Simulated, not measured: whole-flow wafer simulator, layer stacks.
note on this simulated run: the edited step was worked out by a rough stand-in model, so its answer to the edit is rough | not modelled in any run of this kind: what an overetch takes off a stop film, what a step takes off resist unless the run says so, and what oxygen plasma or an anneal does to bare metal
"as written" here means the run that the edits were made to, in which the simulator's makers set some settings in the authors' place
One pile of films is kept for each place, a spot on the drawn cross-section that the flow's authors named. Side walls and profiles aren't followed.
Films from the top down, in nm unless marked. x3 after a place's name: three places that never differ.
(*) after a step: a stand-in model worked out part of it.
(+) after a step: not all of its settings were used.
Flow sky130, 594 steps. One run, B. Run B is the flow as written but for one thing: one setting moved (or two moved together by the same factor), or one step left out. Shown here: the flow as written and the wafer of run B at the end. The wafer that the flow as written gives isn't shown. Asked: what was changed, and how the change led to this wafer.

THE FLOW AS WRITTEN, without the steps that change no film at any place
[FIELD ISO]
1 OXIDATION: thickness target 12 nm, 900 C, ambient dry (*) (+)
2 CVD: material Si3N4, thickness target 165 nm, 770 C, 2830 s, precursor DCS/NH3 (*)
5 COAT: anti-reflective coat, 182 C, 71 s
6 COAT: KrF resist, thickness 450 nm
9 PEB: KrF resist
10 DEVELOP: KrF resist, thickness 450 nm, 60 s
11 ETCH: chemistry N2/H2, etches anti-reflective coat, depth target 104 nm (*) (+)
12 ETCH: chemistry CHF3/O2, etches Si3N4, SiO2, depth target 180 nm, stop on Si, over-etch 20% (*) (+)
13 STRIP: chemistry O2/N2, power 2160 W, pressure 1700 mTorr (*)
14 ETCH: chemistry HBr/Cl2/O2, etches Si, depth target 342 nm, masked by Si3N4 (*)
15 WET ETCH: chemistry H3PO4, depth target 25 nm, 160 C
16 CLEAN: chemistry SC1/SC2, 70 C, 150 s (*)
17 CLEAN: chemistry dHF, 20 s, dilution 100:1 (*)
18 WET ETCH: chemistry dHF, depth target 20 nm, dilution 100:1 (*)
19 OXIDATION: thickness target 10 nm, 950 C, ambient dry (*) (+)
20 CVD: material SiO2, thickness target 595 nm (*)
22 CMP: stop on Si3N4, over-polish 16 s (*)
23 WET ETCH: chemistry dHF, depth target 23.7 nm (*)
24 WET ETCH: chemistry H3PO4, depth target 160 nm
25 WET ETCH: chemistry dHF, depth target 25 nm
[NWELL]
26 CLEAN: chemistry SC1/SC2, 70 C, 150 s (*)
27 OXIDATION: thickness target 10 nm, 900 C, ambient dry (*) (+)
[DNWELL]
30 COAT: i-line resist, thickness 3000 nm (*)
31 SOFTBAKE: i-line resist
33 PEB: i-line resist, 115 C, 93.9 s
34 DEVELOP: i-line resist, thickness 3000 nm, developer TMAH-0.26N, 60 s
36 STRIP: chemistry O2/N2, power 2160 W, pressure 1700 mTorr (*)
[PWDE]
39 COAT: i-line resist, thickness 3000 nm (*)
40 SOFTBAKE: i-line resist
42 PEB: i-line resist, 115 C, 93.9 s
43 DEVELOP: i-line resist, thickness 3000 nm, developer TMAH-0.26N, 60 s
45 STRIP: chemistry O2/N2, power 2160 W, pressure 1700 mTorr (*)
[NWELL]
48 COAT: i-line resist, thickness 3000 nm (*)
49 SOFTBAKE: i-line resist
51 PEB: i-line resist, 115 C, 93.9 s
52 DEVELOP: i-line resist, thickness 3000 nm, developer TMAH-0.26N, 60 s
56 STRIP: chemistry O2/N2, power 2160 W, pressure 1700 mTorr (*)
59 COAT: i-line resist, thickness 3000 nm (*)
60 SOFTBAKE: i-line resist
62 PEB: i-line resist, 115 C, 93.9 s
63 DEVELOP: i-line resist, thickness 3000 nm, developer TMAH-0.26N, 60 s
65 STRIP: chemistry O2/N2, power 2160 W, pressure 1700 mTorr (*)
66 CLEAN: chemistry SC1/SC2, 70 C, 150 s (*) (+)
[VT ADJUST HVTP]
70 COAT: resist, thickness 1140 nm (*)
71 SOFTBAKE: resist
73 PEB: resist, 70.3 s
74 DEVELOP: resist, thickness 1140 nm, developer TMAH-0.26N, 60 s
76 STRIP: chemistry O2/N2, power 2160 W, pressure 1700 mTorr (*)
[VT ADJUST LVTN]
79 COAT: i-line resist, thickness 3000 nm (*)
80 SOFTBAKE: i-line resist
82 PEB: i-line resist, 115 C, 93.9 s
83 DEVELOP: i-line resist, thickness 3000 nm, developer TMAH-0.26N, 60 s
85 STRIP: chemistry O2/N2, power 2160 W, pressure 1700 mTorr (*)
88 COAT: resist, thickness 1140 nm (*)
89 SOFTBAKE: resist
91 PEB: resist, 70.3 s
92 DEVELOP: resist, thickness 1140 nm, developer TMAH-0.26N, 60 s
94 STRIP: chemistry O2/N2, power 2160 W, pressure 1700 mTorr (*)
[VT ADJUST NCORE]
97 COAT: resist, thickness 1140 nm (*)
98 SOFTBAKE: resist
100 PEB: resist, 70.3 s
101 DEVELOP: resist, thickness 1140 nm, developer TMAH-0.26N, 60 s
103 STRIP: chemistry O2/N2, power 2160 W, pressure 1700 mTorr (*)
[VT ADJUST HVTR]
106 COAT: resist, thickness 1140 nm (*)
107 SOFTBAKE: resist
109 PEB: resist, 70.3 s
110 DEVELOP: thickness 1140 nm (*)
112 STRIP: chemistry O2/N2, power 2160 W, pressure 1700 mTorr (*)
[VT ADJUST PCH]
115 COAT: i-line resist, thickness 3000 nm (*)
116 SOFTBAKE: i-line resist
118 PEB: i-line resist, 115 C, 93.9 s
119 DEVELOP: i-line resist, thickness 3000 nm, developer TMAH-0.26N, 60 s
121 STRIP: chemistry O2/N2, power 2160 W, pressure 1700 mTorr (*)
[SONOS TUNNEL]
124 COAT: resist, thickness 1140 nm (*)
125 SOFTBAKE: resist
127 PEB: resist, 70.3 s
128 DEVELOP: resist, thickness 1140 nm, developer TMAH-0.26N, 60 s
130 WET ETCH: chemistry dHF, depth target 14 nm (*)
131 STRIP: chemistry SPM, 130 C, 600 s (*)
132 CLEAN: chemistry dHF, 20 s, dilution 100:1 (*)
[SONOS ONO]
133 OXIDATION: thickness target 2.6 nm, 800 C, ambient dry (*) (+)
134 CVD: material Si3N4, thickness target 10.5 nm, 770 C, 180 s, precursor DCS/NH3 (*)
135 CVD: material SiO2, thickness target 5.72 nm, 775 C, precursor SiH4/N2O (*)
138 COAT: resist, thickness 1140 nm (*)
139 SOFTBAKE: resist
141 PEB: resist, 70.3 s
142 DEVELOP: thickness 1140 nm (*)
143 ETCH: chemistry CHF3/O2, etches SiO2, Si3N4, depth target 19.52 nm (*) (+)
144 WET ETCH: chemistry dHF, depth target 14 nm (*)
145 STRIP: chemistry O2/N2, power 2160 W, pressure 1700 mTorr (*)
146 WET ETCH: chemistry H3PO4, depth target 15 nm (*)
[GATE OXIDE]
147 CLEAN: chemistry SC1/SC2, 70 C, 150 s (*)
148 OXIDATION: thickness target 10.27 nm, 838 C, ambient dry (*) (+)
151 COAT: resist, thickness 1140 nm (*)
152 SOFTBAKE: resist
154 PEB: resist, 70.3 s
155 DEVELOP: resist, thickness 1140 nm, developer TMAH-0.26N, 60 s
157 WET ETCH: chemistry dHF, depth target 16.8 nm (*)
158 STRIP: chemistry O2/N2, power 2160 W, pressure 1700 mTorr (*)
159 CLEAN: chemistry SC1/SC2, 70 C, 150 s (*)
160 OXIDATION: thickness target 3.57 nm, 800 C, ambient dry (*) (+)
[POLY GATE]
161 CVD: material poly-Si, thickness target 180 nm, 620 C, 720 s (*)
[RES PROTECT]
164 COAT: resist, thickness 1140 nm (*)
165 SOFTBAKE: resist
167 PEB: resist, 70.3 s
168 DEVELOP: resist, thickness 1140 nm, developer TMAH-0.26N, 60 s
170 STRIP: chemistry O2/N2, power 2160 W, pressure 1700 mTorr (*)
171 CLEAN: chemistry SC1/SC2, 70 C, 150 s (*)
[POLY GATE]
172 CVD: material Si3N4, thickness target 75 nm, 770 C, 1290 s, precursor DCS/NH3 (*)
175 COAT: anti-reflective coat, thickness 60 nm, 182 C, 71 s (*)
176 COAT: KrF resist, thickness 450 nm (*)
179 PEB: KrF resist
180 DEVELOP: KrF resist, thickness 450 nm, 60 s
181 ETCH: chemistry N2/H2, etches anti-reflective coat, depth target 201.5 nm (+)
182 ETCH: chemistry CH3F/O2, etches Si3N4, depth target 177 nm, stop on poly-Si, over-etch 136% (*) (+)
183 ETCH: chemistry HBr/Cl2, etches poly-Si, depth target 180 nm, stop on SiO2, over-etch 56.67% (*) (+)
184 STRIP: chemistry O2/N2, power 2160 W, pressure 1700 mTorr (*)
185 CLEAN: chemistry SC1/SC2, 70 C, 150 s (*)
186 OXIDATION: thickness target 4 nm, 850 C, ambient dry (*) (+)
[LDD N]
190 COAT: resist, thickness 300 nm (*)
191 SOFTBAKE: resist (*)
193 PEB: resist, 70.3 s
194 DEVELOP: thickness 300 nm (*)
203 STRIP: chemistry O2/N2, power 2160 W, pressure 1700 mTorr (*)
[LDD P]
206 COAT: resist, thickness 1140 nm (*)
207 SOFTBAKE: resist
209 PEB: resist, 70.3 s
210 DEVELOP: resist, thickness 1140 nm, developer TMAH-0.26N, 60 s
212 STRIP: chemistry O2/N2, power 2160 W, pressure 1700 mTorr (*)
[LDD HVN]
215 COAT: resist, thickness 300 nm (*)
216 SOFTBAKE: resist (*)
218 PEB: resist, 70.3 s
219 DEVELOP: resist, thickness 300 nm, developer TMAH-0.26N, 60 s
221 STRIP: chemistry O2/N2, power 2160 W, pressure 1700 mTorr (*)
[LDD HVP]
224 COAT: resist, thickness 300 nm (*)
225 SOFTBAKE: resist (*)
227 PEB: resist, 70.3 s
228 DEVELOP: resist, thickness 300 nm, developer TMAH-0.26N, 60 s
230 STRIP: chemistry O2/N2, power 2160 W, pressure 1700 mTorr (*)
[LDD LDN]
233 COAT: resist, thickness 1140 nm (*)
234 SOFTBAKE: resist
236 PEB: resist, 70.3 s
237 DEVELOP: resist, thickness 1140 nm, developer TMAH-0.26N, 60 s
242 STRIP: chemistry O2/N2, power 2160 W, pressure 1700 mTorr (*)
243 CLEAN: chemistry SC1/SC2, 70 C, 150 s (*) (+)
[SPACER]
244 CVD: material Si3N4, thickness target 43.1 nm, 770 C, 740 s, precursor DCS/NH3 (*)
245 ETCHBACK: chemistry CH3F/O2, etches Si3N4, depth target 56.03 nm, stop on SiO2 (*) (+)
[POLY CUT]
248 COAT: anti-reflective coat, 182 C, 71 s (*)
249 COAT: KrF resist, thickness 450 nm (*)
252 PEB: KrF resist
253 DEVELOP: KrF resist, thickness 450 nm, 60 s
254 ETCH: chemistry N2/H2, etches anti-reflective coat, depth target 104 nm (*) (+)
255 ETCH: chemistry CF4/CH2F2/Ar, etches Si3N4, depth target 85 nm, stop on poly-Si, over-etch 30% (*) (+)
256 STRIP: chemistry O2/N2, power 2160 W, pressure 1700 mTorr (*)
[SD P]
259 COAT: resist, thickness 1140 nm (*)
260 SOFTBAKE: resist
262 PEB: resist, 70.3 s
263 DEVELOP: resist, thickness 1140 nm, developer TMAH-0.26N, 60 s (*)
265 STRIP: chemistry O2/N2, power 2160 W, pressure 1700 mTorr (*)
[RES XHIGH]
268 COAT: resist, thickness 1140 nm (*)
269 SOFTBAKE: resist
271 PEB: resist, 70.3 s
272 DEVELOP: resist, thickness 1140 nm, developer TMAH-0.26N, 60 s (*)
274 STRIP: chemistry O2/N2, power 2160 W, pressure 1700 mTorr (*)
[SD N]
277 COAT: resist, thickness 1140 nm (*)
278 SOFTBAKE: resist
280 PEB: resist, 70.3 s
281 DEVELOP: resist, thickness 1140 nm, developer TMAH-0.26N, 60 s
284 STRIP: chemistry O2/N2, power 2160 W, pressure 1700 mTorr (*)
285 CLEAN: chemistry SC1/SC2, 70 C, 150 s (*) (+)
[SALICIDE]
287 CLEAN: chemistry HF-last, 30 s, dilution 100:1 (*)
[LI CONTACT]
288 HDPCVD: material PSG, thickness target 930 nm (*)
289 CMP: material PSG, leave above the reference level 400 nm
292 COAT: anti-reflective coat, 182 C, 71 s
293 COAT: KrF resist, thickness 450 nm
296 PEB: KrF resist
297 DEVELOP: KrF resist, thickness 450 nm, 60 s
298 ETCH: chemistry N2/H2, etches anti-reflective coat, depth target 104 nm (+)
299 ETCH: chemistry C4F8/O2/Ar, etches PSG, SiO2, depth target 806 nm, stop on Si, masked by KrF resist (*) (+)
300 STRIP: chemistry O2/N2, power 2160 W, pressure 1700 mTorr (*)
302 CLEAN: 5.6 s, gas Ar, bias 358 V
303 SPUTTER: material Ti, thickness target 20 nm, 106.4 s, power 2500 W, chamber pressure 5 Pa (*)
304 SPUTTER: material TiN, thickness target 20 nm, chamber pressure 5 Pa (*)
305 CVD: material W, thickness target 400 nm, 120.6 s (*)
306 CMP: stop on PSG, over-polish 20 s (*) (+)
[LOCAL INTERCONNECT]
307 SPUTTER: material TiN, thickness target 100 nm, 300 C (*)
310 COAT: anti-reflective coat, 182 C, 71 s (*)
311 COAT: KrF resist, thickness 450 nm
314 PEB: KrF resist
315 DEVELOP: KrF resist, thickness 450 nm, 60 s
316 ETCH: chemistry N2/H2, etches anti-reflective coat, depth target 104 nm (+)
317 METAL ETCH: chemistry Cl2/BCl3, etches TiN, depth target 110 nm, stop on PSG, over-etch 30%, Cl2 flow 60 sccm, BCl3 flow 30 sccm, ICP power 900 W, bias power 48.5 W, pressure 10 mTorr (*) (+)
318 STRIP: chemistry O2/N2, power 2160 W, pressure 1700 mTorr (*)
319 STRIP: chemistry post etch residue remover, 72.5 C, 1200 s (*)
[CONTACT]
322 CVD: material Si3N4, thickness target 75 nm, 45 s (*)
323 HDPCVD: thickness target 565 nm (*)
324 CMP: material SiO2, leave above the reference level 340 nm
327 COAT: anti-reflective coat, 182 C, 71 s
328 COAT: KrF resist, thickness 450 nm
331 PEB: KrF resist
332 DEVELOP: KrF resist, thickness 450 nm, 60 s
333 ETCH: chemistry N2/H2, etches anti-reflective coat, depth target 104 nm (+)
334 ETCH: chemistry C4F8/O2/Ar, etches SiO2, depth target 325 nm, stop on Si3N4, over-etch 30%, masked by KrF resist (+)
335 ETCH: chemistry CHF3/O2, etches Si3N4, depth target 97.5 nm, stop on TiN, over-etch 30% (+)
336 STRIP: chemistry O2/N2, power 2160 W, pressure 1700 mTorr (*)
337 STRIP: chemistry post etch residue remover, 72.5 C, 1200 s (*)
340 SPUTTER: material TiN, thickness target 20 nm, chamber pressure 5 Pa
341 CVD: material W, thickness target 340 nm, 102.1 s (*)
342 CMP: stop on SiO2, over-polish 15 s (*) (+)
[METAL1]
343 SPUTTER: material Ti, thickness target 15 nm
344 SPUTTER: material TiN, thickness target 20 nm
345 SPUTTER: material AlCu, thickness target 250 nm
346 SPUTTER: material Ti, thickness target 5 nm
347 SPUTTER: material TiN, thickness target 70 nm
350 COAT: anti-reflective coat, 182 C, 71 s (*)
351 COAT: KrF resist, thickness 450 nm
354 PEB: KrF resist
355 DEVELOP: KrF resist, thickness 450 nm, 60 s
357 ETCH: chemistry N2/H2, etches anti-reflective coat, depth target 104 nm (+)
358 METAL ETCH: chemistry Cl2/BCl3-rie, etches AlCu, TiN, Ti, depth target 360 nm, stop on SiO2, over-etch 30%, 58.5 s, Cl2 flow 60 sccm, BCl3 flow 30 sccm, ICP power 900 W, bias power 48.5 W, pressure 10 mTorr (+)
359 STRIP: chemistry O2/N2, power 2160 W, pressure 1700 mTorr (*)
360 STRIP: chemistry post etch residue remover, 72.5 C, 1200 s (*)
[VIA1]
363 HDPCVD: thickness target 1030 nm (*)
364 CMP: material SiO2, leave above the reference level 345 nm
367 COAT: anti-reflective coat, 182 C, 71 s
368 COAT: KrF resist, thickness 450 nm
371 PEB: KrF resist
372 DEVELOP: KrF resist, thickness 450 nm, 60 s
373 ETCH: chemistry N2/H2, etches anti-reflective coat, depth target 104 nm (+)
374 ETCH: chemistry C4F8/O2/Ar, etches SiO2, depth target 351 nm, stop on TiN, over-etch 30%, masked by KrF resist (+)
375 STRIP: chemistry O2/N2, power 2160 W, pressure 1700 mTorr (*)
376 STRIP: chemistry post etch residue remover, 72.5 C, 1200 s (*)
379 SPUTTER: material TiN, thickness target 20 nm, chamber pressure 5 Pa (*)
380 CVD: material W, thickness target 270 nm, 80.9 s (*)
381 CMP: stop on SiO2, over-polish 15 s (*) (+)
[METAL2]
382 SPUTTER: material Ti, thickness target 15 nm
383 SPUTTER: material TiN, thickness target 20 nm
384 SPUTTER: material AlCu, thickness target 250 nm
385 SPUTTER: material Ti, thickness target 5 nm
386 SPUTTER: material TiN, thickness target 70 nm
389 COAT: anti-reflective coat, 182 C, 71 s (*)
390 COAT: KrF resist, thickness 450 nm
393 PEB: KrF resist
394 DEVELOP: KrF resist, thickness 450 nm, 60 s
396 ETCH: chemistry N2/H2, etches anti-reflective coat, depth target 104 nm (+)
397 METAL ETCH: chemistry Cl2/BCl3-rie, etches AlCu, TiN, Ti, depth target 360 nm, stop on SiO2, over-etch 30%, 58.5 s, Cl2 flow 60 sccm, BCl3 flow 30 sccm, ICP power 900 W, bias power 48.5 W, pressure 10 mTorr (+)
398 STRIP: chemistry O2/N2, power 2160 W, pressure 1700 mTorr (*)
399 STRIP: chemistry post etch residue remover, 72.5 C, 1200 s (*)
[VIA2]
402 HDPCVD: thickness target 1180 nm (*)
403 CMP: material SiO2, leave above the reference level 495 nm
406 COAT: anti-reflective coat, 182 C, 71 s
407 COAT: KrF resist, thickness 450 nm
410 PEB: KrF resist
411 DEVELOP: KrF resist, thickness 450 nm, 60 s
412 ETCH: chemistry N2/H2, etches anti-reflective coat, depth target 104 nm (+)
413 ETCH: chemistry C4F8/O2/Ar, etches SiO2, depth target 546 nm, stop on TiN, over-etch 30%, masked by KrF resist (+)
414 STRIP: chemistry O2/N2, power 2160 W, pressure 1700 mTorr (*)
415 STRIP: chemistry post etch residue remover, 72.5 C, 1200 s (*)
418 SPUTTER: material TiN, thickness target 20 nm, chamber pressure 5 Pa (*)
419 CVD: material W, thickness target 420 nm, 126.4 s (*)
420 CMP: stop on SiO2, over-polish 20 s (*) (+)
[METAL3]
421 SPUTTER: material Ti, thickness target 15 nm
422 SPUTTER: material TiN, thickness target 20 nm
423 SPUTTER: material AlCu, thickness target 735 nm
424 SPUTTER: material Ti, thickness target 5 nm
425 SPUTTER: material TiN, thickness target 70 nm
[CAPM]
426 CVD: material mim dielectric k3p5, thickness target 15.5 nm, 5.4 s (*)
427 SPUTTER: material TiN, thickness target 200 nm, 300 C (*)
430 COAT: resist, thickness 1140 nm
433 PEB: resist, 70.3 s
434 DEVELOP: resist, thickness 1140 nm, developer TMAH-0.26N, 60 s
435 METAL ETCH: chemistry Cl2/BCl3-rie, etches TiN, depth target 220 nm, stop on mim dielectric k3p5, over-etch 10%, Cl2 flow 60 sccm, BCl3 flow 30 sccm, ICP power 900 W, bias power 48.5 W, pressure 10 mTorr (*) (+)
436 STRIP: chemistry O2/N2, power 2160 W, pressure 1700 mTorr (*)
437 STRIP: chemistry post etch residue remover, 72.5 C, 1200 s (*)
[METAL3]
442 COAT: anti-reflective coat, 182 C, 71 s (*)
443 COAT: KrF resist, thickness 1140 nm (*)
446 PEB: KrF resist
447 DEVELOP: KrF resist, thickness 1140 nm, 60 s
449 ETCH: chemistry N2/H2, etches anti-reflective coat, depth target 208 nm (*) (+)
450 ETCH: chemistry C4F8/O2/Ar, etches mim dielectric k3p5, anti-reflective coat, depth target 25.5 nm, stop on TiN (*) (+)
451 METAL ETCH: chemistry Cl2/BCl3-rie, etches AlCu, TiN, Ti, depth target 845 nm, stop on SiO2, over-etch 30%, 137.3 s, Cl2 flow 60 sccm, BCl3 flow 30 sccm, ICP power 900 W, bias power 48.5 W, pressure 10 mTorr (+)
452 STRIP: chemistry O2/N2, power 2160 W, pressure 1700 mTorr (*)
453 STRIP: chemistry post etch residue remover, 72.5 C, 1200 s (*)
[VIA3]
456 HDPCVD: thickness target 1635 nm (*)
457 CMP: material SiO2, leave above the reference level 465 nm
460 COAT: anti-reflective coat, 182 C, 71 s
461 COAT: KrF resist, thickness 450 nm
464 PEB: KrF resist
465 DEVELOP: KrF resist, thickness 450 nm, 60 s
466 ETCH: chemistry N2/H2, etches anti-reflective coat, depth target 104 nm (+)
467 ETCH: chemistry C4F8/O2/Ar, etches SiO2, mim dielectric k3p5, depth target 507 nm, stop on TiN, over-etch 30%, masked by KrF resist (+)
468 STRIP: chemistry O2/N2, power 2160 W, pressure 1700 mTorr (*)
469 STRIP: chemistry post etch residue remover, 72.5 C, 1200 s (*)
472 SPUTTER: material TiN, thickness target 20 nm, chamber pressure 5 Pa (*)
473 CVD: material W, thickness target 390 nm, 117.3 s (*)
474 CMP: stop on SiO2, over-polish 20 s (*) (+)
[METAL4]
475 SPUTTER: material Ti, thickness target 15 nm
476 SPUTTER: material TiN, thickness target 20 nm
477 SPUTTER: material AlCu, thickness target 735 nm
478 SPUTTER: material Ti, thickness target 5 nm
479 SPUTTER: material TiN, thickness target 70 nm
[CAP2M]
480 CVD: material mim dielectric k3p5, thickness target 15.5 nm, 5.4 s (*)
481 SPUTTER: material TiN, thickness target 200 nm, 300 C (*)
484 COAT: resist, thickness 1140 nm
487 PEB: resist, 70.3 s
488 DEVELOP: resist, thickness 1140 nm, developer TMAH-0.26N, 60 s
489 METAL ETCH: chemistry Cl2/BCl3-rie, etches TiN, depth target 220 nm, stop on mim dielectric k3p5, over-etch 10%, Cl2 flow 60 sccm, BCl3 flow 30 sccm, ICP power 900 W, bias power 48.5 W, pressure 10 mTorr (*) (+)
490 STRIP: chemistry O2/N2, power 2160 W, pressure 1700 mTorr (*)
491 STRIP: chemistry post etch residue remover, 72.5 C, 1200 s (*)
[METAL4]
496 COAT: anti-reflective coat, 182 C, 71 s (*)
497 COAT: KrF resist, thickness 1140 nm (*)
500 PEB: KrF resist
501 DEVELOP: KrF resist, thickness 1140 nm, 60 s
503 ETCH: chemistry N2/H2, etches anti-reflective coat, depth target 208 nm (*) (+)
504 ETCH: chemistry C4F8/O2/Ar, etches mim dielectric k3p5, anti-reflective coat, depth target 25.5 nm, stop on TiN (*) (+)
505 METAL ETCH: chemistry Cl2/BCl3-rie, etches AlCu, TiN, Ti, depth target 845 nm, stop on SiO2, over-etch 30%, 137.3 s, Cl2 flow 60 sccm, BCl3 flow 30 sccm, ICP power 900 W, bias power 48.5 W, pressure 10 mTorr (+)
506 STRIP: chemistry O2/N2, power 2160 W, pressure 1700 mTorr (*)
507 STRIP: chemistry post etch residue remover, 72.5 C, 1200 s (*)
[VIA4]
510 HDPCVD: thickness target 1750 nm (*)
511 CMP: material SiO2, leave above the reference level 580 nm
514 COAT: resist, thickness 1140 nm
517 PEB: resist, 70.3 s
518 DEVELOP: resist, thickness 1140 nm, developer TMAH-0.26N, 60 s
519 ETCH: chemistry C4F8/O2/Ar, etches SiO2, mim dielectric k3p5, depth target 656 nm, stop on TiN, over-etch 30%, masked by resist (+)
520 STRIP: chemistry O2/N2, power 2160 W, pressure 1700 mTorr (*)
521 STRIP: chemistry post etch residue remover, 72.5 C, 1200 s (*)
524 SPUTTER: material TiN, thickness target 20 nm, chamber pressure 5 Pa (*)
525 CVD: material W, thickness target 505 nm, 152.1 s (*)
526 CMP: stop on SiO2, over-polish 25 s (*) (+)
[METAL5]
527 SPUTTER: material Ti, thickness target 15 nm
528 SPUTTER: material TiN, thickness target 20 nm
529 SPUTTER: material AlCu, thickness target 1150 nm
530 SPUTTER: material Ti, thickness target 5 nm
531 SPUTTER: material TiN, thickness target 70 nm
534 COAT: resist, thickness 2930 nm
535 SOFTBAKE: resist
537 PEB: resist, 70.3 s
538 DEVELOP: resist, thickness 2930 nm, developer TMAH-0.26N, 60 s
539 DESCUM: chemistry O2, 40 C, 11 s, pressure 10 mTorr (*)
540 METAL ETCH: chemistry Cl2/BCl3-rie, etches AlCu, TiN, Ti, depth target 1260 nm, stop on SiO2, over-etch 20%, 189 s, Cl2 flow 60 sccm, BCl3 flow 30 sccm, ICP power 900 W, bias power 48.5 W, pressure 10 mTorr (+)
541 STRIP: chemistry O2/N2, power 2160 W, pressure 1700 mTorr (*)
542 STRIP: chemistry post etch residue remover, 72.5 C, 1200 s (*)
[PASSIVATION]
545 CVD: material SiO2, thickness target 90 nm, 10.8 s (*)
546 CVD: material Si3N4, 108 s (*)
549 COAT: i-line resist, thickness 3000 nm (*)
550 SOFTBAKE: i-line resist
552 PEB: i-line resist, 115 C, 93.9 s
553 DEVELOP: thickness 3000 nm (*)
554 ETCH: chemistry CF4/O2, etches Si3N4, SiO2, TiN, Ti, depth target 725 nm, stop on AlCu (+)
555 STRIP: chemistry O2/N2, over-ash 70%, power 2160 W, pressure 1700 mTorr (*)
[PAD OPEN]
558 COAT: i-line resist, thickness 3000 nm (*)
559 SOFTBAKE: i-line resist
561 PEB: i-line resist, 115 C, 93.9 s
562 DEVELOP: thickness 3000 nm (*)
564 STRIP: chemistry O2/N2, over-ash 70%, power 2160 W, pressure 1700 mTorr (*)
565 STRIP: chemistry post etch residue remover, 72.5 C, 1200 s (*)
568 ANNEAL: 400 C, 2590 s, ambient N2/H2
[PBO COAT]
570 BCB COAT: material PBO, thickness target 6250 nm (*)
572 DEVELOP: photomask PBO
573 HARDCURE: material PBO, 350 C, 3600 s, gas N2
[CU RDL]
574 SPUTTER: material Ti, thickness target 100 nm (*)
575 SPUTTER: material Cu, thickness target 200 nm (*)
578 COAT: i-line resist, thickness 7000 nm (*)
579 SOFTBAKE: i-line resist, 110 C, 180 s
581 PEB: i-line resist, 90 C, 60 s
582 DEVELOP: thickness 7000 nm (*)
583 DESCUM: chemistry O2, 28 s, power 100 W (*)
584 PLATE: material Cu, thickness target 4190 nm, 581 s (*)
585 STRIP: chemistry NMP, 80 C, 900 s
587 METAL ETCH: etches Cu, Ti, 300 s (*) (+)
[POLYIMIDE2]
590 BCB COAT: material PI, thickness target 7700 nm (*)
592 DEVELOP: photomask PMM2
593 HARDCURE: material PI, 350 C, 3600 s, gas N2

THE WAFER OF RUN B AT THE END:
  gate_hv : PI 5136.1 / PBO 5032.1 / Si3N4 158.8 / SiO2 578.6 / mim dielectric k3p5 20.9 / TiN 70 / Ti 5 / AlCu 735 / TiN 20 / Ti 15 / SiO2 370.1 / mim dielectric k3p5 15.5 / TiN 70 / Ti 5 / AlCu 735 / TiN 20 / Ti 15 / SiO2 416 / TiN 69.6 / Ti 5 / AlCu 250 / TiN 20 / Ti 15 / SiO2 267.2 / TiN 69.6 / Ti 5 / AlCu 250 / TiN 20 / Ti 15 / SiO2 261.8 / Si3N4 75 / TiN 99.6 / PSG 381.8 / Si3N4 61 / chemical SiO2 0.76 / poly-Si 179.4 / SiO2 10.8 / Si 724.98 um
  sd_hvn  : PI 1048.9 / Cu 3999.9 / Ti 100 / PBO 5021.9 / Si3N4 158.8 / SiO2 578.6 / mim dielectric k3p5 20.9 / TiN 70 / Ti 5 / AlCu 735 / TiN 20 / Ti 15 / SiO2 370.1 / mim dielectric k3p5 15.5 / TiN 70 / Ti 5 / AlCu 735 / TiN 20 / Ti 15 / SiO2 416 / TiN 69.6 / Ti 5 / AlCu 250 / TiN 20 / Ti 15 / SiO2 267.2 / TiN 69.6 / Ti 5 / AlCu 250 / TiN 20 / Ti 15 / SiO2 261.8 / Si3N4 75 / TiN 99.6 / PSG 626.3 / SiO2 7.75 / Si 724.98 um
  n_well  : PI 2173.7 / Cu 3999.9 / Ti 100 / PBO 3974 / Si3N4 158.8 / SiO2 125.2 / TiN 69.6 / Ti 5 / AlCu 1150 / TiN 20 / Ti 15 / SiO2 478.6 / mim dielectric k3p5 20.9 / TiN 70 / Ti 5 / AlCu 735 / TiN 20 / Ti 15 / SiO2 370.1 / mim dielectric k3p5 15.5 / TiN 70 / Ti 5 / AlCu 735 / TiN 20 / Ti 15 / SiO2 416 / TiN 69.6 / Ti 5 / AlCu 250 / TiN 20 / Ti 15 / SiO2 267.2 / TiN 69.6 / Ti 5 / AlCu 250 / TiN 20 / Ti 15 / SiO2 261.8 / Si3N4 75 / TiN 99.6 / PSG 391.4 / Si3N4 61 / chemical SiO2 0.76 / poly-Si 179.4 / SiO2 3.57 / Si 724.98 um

The cause: step 480, CVD: thickness target 20.9 nm was run, where the flow has thickness target 15.5 nm; step 480, CVD: 7.29 s was run, where the flow has 5.4 s.
It can be read off the wafer: gate_hv has mim dielectric k3p5 20.9, and step 480 as written asks for 15.5 nm.

How the change led to this, step by step:
  480 CVD: material mim dielectric k3p5, thickness target 15.5 nm, 5.4 s (*)
      field, active, n_well and 189 more: mim dielectric k3p5 +20.9 (new film) (as written it would be: mim dielectric k3p5 +15.5 (new film))
  504 ETCH: chemistry C4F8/O2/Ar, etches mim dielectric k3p5, anti-reflective coat, depth target 25.5 nm, stop on TiN (*) (+)
      n_well, p_well, gate_hv and 102 more: KrF resist -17 (as written it would be: KrF resist -15.5)
      field, active, gate and 85 more: mim dielectric k3p5 -20.9 (all of it) (as written it would be: mim dielectric k3p5 -15.5 (all of it))
  519 ETCH: chemistry C4F8/O2/Ar, etches SiO2, mim dielectric k3p5, depth target 656 nm, stop on TiN, over-etch 30%, masked by resist (+)
      m1: SiO2 -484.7 (all of it), mim dielectric k3p5 -20.9 (all of it) (as written it would be: SiO2 -490.1 (all of it), mim dielectric k3p5 -15.5 (all of it))
      via4_hole: SiO2 -484.1 (all of it), mim dielectric k3p5 -20.9 (all of it) (as written it would be: SiO2 -489.5 (all of it), mim dielectric k3p5 -15.5 (all of it))
